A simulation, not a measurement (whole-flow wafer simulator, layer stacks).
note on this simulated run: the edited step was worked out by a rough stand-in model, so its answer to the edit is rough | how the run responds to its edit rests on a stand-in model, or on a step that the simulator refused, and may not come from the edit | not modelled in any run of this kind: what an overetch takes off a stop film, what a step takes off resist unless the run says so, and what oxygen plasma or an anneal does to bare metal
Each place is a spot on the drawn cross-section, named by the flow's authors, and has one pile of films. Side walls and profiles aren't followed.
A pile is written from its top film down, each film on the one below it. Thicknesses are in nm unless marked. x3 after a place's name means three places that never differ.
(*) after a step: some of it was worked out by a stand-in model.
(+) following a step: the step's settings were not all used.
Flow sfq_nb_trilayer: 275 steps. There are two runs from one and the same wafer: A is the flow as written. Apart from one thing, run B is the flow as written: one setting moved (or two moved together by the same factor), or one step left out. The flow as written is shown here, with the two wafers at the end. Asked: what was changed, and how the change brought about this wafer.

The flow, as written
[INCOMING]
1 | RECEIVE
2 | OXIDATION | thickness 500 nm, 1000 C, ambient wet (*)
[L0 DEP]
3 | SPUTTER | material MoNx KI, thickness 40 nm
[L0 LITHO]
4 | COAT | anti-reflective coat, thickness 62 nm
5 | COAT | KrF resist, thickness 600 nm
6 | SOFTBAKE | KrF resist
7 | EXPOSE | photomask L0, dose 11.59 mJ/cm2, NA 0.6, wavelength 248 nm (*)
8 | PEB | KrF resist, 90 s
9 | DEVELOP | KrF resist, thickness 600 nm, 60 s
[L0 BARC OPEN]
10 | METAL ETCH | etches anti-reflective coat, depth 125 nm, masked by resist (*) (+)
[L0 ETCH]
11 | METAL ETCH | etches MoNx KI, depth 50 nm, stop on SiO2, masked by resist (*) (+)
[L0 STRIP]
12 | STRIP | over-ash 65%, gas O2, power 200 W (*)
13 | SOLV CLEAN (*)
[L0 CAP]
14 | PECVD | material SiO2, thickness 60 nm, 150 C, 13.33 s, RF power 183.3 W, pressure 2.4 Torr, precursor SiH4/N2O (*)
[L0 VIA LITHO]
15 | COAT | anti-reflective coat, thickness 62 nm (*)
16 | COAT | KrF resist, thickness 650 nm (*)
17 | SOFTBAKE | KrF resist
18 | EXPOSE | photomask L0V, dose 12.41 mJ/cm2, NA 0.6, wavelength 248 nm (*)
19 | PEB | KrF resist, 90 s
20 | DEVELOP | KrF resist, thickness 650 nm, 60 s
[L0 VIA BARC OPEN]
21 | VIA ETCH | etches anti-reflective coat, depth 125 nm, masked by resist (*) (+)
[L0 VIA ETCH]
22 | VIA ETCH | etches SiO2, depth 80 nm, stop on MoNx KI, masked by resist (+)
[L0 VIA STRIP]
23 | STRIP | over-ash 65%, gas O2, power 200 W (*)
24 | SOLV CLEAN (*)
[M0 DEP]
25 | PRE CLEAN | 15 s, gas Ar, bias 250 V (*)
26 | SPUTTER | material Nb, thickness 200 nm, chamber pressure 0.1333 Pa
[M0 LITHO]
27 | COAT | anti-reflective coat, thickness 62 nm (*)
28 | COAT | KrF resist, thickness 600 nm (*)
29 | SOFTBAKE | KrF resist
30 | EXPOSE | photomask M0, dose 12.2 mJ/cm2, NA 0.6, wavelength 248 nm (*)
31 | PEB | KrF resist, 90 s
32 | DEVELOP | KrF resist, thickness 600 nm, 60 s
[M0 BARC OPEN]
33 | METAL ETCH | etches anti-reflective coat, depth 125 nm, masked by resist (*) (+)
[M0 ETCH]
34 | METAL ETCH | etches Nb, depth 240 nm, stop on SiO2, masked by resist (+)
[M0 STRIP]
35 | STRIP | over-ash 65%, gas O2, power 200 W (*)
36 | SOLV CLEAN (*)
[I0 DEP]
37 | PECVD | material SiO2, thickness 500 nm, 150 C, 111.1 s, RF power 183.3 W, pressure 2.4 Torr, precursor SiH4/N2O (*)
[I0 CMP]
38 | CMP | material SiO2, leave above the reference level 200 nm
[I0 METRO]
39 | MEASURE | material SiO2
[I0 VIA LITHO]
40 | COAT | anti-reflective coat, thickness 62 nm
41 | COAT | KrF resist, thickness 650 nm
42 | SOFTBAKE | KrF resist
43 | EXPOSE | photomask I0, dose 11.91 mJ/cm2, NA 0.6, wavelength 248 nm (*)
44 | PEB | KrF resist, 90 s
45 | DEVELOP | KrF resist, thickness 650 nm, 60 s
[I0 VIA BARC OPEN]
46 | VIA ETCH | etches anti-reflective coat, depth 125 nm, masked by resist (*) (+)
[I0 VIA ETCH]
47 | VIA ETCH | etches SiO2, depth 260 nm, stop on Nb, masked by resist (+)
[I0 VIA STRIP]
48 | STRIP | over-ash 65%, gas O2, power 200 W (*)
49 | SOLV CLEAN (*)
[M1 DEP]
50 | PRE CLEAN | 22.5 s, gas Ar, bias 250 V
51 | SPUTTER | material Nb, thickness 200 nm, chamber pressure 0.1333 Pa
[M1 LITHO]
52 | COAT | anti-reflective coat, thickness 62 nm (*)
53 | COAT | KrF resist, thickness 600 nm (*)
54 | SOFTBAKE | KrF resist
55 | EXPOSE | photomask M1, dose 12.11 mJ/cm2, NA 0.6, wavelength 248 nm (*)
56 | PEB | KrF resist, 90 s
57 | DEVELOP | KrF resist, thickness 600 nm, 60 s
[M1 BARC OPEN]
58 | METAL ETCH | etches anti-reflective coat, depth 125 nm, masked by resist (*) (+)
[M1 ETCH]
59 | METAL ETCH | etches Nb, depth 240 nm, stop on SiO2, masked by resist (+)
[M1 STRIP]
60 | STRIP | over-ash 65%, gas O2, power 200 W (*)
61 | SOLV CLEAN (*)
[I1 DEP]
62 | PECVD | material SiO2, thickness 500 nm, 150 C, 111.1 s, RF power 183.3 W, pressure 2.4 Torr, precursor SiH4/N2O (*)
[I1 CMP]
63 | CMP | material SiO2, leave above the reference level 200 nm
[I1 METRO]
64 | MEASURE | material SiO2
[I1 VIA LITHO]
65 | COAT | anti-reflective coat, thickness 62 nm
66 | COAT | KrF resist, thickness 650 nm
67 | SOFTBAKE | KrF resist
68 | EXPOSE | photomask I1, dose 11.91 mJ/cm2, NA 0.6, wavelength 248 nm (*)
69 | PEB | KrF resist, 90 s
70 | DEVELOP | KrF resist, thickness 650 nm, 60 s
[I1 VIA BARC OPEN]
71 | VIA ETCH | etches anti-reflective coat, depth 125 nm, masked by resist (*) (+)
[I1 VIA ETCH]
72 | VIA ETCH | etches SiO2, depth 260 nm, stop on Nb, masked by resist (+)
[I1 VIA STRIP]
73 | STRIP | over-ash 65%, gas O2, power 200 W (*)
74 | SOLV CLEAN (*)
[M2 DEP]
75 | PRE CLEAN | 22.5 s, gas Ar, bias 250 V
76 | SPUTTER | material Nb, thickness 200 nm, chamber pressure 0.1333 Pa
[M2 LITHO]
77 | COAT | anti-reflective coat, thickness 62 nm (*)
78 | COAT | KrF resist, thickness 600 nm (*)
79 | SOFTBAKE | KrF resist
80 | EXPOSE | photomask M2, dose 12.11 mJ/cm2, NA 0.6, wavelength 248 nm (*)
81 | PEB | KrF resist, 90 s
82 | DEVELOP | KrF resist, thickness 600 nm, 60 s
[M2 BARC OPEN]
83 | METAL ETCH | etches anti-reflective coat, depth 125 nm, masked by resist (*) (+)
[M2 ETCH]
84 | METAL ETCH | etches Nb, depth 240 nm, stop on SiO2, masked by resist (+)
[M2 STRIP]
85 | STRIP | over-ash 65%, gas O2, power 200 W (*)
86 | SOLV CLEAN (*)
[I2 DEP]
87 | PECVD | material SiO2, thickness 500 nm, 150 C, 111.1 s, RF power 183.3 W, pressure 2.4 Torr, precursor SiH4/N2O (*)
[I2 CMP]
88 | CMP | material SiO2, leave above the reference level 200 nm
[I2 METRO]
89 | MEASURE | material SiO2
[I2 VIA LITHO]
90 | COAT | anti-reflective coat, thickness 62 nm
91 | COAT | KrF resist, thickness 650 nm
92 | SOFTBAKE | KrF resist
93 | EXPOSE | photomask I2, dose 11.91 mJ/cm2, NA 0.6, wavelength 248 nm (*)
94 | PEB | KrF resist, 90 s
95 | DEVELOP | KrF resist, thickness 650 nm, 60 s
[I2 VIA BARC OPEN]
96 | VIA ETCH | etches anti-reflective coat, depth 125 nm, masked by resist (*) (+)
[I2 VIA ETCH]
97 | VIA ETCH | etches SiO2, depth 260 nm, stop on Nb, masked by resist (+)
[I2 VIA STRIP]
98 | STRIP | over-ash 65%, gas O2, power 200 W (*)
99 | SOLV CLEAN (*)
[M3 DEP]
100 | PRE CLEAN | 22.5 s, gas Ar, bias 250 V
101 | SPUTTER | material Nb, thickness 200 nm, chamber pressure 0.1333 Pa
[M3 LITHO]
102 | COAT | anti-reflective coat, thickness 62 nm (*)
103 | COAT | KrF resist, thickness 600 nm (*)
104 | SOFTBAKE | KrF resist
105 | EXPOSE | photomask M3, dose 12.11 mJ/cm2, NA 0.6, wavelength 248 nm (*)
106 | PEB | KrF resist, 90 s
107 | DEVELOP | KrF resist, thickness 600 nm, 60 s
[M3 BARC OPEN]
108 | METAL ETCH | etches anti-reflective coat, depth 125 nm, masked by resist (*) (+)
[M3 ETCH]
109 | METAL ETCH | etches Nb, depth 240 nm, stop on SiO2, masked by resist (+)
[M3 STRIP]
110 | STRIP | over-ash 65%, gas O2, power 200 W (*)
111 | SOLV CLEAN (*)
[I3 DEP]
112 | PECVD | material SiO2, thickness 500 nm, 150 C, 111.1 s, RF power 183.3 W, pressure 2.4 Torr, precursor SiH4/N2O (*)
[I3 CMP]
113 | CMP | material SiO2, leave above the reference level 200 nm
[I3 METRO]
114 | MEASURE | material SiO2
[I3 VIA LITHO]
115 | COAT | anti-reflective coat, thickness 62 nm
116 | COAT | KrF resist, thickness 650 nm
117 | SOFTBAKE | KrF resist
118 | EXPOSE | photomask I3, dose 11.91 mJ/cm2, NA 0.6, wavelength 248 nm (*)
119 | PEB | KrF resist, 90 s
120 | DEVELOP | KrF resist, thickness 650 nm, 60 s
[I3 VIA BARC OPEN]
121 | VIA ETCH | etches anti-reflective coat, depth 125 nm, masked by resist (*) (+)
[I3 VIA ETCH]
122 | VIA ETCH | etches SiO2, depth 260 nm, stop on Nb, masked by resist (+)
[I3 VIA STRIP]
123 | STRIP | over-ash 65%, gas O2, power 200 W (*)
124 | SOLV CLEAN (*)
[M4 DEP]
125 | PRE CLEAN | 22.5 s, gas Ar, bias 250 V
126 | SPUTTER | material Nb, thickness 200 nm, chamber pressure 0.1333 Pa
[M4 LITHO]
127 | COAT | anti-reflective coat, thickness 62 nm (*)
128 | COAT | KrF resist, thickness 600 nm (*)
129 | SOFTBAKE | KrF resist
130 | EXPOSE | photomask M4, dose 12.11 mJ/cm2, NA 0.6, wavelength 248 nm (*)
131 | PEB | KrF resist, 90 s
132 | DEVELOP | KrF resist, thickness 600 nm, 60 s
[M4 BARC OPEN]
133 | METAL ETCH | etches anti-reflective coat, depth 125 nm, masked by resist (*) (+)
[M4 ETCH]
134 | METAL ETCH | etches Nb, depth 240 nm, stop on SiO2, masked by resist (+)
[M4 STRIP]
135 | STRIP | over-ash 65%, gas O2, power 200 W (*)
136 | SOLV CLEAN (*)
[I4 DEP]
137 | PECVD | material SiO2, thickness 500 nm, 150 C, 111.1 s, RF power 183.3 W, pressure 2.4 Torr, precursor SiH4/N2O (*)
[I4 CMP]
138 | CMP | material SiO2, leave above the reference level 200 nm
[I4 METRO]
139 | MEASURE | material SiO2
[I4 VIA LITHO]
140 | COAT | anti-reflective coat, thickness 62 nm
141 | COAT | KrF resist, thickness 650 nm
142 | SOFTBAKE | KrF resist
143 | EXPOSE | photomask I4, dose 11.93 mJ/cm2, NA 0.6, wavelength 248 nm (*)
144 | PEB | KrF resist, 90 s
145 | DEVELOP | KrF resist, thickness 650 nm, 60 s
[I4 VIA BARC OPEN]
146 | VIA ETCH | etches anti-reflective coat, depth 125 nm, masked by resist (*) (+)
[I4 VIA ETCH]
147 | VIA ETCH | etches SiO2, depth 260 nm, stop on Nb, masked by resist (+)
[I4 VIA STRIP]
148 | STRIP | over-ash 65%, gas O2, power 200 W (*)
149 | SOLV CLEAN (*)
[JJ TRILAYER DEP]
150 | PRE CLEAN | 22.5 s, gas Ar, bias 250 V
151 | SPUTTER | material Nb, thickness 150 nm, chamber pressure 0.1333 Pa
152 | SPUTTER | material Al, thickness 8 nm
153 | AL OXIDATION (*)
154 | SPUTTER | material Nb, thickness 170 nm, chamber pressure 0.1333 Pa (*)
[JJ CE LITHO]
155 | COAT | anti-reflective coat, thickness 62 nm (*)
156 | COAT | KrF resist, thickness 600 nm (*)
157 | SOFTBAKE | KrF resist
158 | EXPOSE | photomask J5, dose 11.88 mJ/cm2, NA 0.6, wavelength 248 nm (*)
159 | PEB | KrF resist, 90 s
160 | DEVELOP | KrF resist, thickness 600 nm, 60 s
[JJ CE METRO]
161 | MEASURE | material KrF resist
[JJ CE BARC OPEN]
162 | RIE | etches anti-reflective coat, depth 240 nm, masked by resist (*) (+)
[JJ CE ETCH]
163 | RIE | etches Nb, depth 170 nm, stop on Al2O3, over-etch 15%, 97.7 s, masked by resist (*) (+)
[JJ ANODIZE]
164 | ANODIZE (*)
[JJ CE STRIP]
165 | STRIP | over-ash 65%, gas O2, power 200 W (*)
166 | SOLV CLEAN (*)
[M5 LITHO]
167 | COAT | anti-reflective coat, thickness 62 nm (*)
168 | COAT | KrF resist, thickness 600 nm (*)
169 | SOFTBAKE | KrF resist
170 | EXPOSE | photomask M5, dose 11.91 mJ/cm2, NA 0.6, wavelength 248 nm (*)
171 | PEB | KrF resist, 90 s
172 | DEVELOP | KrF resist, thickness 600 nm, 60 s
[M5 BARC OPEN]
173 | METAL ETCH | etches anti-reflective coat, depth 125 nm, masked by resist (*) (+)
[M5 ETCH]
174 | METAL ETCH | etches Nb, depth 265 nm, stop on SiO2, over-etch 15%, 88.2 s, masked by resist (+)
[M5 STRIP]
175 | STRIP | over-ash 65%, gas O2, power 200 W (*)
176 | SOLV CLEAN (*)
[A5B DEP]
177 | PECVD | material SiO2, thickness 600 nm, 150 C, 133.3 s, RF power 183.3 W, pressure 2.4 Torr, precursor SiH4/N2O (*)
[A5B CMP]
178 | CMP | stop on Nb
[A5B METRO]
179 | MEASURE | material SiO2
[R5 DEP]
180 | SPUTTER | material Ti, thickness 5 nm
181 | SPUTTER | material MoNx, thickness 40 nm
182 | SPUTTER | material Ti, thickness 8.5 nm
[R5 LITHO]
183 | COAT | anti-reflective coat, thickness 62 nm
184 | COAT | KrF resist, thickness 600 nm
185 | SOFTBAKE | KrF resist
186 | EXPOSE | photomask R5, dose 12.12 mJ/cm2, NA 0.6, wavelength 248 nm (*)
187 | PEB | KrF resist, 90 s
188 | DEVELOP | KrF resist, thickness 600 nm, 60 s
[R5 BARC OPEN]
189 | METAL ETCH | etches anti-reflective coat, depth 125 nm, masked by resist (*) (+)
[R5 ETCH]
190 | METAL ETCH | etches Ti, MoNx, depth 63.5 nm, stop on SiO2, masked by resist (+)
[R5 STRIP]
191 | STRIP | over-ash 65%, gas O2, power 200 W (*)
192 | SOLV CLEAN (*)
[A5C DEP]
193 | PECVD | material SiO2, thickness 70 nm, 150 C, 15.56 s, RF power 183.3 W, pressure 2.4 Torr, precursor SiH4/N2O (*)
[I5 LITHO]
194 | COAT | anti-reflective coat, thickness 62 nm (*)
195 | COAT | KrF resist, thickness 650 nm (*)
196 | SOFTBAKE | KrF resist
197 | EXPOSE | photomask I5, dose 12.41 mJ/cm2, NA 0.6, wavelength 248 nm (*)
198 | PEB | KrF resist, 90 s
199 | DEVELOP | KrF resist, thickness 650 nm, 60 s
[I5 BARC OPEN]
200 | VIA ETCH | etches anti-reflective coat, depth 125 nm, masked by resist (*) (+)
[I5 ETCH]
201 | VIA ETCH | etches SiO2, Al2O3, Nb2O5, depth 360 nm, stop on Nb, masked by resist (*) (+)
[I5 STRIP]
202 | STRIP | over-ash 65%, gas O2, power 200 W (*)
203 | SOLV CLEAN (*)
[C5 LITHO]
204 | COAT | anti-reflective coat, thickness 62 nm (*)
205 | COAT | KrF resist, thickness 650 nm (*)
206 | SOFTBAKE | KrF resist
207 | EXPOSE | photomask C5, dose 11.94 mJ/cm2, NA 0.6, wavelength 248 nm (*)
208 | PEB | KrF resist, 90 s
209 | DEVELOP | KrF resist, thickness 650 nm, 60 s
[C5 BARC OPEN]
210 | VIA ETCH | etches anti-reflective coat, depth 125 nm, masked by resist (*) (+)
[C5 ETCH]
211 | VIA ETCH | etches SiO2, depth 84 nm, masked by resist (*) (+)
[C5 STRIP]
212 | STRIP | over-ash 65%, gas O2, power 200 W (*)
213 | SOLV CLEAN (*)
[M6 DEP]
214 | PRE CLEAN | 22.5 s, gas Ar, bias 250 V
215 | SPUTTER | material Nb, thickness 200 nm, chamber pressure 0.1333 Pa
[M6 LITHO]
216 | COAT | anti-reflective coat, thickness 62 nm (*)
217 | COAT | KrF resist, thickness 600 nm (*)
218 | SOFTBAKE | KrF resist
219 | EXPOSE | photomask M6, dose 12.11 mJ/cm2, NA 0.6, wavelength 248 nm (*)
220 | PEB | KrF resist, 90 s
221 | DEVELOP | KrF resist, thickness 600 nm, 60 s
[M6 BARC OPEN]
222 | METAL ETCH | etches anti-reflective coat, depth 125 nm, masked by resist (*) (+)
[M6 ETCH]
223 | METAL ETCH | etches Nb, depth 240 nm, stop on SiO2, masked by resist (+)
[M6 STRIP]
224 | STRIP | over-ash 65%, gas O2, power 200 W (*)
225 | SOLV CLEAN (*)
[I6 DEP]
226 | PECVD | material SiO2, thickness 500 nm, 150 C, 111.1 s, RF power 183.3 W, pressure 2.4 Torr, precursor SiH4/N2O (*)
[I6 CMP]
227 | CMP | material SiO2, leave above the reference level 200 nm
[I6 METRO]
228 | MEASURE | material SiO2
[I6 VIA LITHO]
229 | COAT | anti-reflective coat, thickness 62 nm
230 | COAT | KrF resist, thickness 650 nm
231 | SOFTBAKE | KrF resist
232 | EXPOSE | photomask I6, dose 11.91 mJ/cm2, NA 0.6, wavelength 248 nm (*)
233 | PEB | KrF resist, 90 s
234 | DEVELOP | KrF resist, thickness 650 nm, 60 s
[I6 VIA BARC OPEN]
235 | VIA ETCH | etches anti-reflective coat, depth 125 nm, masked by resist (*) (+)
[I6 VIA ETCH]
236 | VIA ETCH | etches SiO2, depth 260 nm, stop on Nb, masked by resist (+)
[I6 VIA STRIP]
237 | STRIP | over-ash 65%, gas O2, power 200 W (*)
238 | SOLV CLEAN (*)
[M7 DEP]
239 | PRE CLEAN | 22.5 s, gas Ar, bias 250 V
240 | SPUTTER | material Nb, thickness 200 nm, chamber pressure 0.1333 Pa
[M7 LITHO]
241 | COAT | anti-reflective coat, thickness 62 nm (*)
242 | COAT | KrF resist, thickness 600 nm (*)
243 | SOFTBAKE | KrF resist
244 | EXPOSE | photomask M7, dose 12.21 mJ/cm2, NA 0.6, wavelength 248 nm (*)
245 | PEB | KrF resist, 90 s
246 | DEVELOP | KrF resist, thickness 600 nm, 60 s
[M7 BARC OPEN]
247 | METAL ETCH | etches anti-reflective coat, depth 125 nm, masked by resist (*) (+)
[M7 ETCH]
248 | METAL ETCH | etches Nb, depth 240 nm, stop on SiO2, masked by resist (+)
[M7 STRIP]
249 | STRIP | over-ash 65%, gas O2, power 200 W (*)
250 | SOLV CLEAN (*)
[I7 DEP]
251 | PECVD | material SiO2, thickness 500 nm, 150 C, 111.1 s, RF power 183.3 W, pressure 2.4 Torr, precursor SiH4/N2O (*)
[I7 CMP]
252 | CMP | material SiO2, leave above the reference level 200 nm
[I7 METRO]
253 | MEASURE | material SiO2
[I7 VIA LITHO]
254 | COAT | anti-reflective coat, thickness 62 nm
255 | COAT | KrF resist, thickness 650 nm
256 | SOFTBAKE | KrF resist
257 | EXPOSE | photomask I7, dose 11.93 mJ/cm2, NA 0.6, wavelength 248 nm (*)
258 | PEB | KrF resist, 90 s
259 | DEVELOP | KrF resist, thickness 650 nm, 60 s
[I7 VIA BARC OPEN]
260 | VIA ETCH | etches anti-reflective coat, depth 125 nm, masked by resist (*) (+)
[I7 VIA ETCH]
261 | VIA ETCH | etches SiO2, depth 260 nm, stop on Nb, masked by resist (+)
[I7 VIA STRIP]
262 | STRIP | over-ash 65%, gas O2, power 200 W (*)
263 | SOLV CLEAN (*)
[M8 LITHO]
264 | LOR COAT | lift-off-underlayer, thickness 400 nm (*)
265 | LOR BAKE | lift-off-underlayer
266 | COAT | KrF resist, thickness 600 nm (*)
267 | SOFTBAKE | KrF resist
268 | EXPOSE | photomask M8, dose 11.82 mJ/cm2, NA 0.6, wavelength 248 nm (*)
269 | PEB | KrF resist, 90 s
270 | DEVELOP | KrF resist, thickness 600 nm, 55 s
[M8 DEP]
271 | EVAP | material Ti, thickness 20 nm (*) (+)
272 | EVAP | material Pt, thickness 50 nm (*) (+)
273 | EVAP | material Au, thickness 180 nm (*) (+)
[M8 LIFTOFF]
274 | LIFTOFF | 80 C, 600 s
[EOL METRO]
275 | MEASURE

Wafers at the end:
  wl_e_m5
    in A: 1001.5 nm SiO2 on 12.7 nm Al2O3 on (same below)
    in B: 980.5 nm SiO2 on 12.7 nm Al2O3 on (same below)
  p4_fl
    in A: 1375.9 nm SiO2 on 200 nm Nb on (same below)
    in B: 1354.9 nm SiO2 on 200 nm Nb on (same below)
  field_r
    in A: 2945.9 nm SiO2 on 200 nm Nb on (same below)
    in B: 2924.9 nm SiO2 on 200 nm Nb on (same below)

The reason: step 193, PECVD: thickness 49 nm was run, whereas the flow has thickness 70 nm; step 193, PECVD: 10.89 s was run, where the flow has 15.56 s.

The path from the change to this, step by step:
  193 | PECVD | material SiO2, thickness 70 nm, 150 C, 15.56 s, RF power 183.3 W, pressure 2.4 Torr, precursor SiH4/N2O (*)
      field_l, v_sur, via_wl and 92 more: A +70 SiO2 | B +49 SiO2
      ce_l, c5j, ce_r and 8 more: A +70 SiO2 (new film) | B +49 SiO2 (new film)
  201 | VIA ETCH | etches SiO2, Al2O3, Nb2O5, depth 360 nm, stop on Nb, masked by resist (*) (+)
      be: A -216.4 SiO2 (all of it), -12.7 Al2O3 (all of it), -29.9 Nb2O5 (all of it) | B -195.4 SiO2 (all of it), -12.7 Al2O3 (all of it), -29.9 Nb2O5 (all of it)
  204 | COAT | anti-reflective coat, thickness 62 nm (*)
      be: A +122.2 anti-reflective coat (new film) | B +119.1 anti-reflective coat (new film)
  211 | VIA ETCH | etches SiO2, depth 84 nm, masked by resist (*) (+)
      field_l, v_sur, via_wl and 101 more: A -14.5 KrF resist | B -12.6 KrF resist
      c5j: A -69.9 SiO2 (all of it), -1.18 Nb | B -48.9 SiO2 (all of it), -2.03 Nb
      (as well as at 1 more place)
  212 | STRIP | over-ash 65%, gas O2, power 200 W (*)
      be: A -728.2 KrF resist (all of it), -122.2 anti-reflective coat (all of it) | B -715 KrF resist (all of it), -119.1 anti-reflective coat (all of it)
  215 | SPUTTER | material Nb, thickness 200 nm, chamber pressure 0.1333 Pa
      be: A +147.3 Nb | B +152.1 Nb
      c5j: A +188.4 Nb | B +194.4 Nb
      (as well as at 1 more place)
  216 | COAT | anti-reflective coat, thickness 62 nm (*)
      be: A +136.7 anti-reflective coat (new film) | B +132.8 anti-reflective coat (new film)
      be_sur: A +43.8 anti-reflective coat (new film) | B +44.7 anti-reflective coat (new film)
      (as well as at 6 more places)
  217 | COAT | KrF resist, thickness 600 nm (*)
      be: A +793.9 KrF resist (new film) | B +776 KrF resist (new film)
  224 | STRIP | over-ash 65%, gas O2, power 200 W (*)
      be: A -575.8 KrF resist (all of it), -136.7 anti-reflective coat (all of it) | B -557.9 KrF resist (all of it), -132.8 anti-reflective coat (all of it)
      be_sur: A -371.2 KrF resist (all of it), -43.8 anti-reflective coat (all of it) | B -373.3 KrF resist (all of it), -44.7 anti-reflective coat (all of it)
      (as well as at 6 more places)
  226 | PECVD | material SiO2, thickness 500 nm, 150 C, 111.1 s, RF power 183.3 W, pressure 2.4 Torr, precursor SiH4/N2O (*)
      be: A +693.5 SiO2 (new film) | B +667.7 SiO2 (new film)
      c5j: A +514.7 SiO2 (new film) | B +500 SiO2 (new film)
  227 | CMP | material SiO2, leave above the reference level 200 nm
      c5j: A -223 SiO2 | B -234.4 SiO2
      res: A -279.4 SiO2 | B -304.5 SiO2
